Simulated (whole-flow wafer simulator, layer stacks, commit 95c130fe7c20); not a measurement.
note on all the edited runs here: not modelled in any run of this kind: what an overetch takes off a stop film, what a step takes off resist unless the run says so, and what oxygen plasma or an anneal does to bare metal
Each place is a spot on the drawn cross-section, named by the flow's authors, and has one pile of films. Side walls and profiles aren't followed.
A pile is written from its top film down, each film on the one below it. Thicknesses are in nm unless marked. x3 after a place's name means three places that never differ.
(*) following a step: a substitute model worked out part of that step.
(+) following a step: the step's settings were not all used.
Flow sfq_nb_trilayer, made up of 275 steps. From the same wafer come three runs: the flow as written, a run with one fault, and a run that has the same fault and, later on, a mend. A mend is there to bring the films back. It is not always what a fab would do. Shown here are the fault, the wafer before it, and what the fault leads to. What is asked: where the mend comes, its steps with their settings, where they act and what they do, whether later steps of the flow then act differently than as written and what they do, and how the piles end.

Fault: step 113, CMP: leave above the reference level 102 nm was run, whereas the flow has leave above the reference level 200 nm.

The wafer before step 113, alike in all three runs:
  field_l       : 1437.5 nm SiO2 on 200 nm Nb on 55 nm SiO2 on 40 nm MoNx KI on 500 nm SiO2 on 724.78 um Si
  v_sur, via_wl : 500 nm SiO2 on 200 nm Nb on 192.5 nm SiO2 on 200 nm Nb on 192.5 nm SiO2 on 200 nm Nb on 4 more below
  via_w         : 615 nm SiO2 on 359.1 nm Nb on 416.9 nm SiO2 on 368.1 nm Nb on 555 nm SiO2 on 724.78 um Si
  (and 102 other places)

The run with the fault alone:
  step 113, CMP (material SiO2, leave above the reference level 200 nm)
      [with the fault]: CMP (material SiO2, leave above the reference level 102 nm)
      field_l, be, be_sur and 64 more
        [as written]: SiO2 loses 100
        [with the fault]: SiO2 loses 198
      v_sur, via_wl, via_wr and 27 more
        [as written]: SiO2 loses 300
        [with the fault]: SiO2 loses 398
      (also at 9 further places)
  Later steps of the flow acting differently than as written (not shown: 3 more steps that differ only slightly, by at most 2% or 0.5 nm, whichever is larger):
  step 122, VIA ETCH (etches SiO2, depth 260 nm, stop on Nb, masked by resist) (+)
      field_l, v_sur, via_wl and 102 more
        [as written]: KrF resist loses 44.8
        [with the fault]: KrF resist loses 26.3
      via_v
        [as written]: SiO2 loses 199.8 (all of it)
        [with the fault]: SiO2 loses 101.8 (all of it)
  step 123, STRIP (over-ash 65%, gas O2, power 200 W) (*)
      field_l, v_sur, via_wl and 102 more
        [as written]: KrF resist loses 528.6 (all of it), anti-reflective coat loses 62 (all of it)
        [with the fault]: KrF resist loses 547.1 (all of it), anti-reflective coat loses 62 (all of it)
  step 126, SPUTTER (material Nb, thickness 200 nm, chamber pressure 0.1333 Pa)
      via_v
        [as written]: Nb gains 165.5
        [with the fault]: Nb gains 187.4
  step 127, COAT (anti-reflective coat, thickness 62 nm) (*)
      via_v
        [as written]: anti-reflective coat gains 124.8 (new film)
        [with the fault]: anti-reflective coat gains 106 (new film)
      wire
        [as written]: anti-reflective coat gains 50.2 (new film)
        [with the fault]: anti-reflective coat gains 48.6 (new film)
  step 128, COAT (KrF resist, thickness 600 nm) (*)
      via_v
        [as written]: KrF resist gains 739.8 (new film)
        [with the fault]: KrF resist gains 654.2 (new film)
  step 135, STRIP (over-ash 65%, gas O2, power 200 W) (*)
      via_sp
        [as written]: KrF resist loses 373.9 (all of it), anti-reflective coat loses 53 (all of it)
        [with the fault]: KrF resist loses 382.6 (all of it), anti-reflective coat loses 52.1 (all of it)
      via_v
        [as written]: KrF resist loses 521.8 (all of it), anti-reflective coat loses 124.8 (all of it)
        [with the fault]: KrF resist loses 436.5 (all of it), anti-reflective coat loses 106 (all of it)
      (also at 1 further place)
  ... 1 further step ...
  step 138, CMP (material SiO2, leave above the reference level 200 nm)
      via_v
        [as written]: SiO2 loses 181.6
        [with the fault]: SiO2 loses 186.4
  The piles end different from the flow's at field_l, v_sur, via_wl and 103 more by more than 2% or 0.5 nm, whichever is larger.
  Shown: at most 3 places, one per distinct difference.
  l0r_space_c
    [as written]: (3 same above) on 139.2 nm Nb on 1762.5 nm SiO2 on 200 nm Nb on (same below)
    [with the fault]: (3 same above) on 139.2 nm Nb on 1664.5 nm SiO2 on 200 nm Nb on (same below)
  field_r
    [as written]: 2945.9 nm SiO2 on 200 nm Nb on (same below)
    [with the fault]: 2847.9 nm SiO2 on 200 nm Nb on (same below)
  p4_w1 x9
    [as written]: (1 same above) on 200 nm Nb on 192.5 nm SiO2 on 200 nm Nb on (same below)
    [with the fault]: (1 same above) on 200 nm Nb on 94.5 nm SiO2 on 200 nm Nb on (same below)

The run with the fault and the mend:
  After step 114 comes the mend.
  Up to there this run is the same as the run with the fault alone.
  step 114a, PECVD (material SiO2, thickness 98 nm, 150 C, 21.78 s, RF power 183.3 W, pressure 2.4 Torr, precursor SiH4/N2O) (a further turn of the flow's step 112, with different settings)
      field_l, v_sur, via_wl and 103 more
        SiO2 gains 98
  Every later step of the flow that is run acts as written at every place that is followed.
  By the end, the piles equal the flow's at every place that both follow.
